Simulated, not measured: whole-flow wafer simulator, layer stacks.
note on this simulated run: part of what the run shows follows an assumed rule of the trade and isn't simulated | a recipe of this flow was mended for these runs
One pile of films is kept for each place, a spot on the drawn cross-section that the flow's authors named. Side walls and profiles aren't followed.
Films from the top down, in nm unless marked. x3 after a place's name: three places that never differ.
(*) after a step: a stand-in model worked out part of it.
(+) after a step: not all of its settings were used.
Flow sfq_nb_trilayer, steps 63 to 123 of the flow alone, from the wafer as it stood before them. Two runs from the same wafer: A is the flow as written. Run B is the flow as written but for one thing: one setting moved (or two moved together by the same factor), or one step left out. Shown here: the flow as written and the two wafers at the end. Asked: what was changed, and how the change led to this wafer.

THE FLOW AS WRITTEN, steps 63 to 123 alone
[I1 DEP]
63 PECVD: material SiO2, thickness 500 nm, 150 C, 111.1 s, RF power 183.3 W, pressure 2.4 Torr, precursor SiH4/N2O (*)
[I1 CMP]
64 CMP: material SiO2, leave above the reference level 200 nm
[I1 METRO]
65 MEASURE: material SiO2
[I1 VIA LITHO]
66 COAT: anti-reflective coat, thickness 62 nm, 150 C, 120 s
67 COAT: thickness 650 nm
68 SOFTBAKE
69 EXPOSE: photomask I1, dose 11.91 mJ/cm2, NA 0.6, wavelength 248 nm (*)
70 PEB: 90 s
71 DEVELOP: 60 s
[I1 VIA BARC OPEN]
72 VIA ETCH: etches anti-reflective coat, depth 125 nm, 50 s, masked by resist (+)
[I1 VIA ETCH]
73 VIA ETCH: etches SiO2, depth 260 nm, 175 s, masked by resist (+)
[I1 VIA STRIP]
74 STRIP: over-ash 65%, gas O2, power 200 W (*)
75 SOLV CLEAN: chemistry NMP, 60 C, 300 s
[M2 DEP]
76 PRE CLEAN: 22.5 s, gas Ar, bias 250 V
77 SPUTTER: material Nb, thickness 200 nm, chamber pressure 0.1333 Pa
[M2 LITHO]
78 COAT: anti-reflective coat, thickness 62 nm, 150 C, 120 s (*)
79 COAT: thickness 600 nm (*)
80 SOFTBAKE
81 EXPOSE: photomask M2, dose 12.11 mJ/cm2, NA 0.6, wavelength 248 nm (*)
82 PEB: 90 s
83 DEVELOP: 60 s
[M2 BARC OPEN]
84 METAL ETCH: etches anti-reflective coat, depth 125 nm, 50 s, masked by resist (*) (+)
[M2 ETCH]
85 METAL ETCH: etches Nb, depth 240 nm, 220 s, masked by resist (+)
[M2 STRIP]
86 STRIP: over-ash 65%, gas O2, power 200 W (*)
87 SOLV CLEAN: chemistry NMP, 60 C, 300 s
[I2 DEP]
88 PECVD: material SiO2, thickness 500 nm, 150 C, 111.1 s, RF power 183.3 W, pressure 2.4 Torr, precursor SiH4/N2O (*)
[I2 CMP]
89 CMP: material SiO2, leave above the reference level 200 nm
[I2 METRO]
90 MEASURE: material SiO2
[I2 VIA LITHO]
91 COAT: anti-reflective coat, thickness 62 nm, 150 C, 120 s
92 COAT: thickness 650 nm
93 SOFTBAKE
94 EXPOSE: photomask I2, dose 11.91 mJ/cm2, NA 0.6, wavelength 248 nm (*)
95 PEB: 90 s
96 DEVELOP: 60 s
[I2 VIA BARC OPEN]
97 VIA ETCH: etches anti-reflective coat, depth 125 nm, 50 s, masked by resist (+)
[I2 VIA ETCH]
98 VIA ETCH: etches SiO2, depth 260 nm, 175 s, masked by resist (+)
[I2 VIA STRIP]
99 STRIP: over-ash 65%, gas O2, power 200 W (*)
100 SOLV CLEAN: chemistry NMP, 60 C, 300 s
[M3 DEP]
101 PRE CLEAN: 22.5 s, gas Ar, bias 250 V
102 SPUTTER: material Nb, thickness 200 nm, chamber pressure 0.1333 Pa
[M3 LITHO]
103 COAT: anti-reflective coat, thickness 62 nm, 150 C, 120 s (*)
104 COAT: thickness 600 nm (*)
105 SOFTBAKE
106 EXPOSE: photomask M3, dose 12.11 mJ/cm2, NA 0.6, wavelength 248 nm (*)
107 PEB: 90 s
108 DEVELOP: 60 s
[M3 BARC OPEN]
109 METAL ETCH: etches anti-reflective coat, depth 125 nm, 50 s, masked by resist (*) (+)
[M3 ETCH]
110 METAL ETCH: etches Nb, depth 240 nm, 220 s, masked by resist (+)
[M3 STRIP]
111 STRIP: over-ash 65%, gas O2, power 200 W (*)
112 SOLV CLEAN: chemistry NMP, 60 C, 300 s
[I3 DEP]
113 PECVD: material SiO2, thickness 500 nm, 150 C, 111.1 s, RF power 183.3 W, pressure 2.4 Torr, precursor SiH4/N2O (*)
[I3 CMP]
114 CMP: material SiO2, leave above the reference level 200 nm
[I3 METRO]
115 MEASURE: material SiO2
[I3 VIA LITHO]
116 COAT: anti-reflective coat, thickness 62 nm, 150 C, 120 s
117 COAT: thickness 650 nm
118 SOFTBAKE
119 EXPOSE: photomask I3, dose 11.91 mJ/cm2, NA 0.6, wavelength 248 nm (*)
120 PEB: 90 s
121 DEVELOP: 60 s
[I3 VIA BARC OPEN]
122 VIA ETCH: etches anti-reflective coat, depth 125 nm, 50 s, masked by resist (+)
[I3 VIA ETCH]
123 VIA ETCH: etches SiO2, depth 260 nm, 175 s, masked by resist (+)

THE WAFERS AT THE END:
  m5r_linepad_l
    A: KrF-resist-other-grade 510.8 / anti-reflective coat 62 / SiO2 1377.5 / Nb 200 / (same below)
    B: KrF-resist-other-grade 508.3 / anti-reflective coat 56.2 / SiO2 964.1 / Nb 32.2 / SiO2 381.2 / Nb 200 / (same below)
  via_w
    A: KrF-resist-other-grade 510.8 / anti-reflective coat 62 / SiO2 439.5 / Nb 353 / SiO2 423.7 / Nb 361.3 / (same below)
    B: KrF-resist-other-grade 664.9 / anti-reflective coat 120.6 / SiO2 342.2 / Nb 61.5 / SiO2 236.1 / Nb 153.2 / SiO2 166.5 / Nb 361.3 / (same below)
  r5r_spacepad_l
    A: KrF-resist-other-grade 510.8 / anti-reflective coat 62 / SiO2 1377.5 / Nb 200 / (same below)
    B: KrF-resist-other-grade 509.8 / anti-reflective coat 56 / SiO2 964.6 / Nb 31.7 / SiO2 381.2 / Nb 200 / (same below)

The cause: step 63, PECVD: 44.44 s was run, where the flow has 111.1 s.

How the change led to this, step by step:
  63 PECVD: material SiO2, thickness 500 nm, 150 C, 111.1 s, RF power 183.3 W, pressure 2.4 Torr, precursor SiH4/N2O (*)
      field_l, be, be_sur and 72 more: A SiO2 +500 | B SiO2 +200.2
      v_sur, via_wl, via_wr and 20 more: A SiO2 +500 (new film) | B SiO2 +200.2 (new film)
      (and at 8 more places)
  64 CMP: material SiO2, leave above the reference level 200 nm
      field_l, be, be_sur and 72 more: A SiO2 -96 | B nothing
      lsp_m, ln_m6, lsp_r, l0_sur, l0v: A SiO2 -90.8 | B nothing
      (and at 26 more places)
  66 COAT: anti-reflective coat, thickness 62 nm, 150 C, 120 s
      m0r_line_l x3, m0r_line_r x3: A anti-reflective coat +62 (new film) | B anti-reflective coat +24.2 (new film)
      m0r_space_l, m0r_space_r, m6r_space_l x2, m6r_space_r x2: A anti-reflective coat +62 (new film) | B anti-reflective coat +100.3 (new film)
      (and at 88 more places)
  67 COAT: thickness 650 nm
      wl_f_m6, m0r_line_l x3, m0r_line_r x3: A KrF-resist-other-grade +650 (new film) | B KrF-resist-other-grade +725.9 (new film)
      p3_s1, m5r_space_l, m5r_space_r: A KrF-resist-other-grade +650 (new film) | B KrF-resist-other-grade +669 (new film)
      (and at 69 more places)
  71 DEVELOP: 60 s
      via_v: A KrF-resist-other-grade -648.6 (all of it) | B KrF-resist-other-grade -576.4 (all of it)
  72 VIA ETCH: etches anti-reflective coat, depth 125 nm, 50 s, masked by resist (+)
      via_v: A anti-reflective coat -62 (all of it), SiO2 -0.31 | B anti-reflective coat -56.7 (all of it), SiO2 -0.34
  74 STRIP: over-ash 65%, gas O2, power 200 W (*)
      m0r_line_l x3, m0r_line_r x3: A KrF-resist-other-grade -510.8 (all of it), anti-reflective coat -62 (all of it) | B KrF-resist-other-grade -586.5 (all of it), anti-reflective coat -24.2 (all of it)
      m0r_space_l, m0r_space_r, m6r_space_l x2, m6r_space_r x2: A KrF-resist-other-grade -510.8 (all of it), anti-reflective coat -62 (all of it) | B KrF-resist-other-grade -523.6 (all of it), anti-reflective coat -100.3 (all of it)
      (and at 89 more places)
  77 SPUTTER: material Nb, thickness 200 nm, chamber pressure 0.1333 Pa
      lsp_m, ln_m6, lsp_r, l0_sur, l0v: A Nb +200 (new film) | B Nb +194.2 (new film)
      be, lsp_l: A Nb +200 (new film) | B Nb +175.6 (new film)
      (and at 1 more place)
  78 COAT: anti-reflective coat, thickness 62 nm, 150 C, 120 s (*)
      m0r_line_l x3, m0r_line_r x3: A anti-reflective coat +62 (new film) | B anti-reflective coat +24.3 (new film)
      m0r_space_l, m0r_space_r, m6r_space_l x2, m6r_space_r x2: A anti-reflective coat +62 (new film) | B anti-reflective coat +100.6 (new film)
      (and at 87 more places)
  79 COAT: thickness 600 nm (*)
      m0r_line_l x3, m0r_line_r x3: A KrF-resist-other-grade +600 (new film) | B KrF-resist-other-grade +674.5 (new film)
      m0r_space_l, m0r_space_r, m6r_space_l x2, m6r_space_r x2: A KrF-resist-other-grade +600 (new film) | B KrF-resist-other-grade +612.6 (new film)
      (and at 71 more places)
  83 DEVELOP: 60 s
      m0r_line_l x3, m0r_line_r x3: A KrF-resist-other-grade -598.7 (all of it) | B KrF-resist-other-grade -673.1 (all of it)
      m0r_space_l, m0r_space_r, m6r_space_l x2, m6r_space_r x2: A KrF-resist-other-grade -598.7 (all of it) | B KrF-resist-other-grade -611.4 (all of it)
      (and at 49 more places)
  84 METAL ETCH: etches anti-reflective coat, depth 125 nm, 50 s, masked by resist (*) (+)
      wl_f_sl, m5r_linepad_l, m5r_linepad_r, r5r_line_l, r5r_spacepad_l, r5r_spacepad_r, m8r_pad_l, m8r_pad_r: A anti-reflective coat -62 (all of it) | B anti-reflective coat -125
      m0r_line_l x3, m0r_line_r x3: A anti-reflective coat -62 (all of it) | B anti-reflective coat -24.3 (all of it)
      (and at 65 more places)
  85 METAL ETCH: etches Nb, depth 240 nm, 220 s, masked by resist (+)
      m5r_linepad_l, m5r_linepad_r: A Nb -200 (all of it), SiO2 -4 | B anti-reflective coat -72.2 (all of it), Nb -167.8
      r5r_spacepad_l, r5r_spacepad_r: A Nb -200 (all of it), SiO2 -4 | B anti-reflective coat -71.7 (all of it), Nb -168.3
      (and at 11 more places)
  86 STRIP: over-ash 65%, gas O2, power 200 W (*)
      v_sur: A KrF-resist-other-grade -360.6 (all of it), anti-reflective coat -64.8 (all of it) | B KrF-resist-other-grade -275.7 (all of it), anti-reflective coat -37.2 (all of it)
      via_wl: A KrF-resist-other-grade -357.4 (all of it), anti-reflective coat -67.7 (all of it) | B KrF-resist-other-grade -284.2 (all of it), anti-reflective coat -29.3 (all of it)
      (and at 20 more places)
  88 PECVD: material SiO2, thickness 500 nm, 150 C, 111.1 s, RF power 183.3 W, pressure 2.4 Torr, precursor SiH4/N2O (*)
      m5r_linepad_l, m5r_linepad_r, r5r_spacepad_l, r5r_spacepad_r, m8r_pad_l, m8r_pad_r: A SiO2 +500 | B SiO2 +500 (new film)
      wl_d_sl, wl_d_sr: A SiO2 +500 | B SiO2 +602.7
      (and at 1 more place)
  89 CMP: material SiO2, leave above the reference level 200 nm
      field_l, be, be_sur and 79 more: A SiO2 -96 | B nothing
      via_w: A SiO2 -300 | B SiO2 -157.1
  ... 19 more steps ...
  122 VIA ETCH: etches anti-reflective coat, depth 125 nm, 50 s, masked by resist (+)
      via_v: A anti-reflective coat -62 (all of it), SiO2 -0.31 | B anti-reflective coat -69.1 (all of it), SiO2 -0.28
Counting metal films that touch as one body, m5r_linepad_l has 2 bodies (between them, from the top down: SiO2 381.2); the flow as written gives 1 body.
Counting metal films that touch as one body, via_w has 3 bodies (between them, from the top down: SiO2 236.1; SiO2 166.5); the flow as written gives 2 bodies (between them, from the top down: SiO2 423.7).
Counting metal films that touch as one body, r5r_spacepad_l has 2 bodies (between them, from the top down: SiO2 381.2); the flow as written gives 1 body.
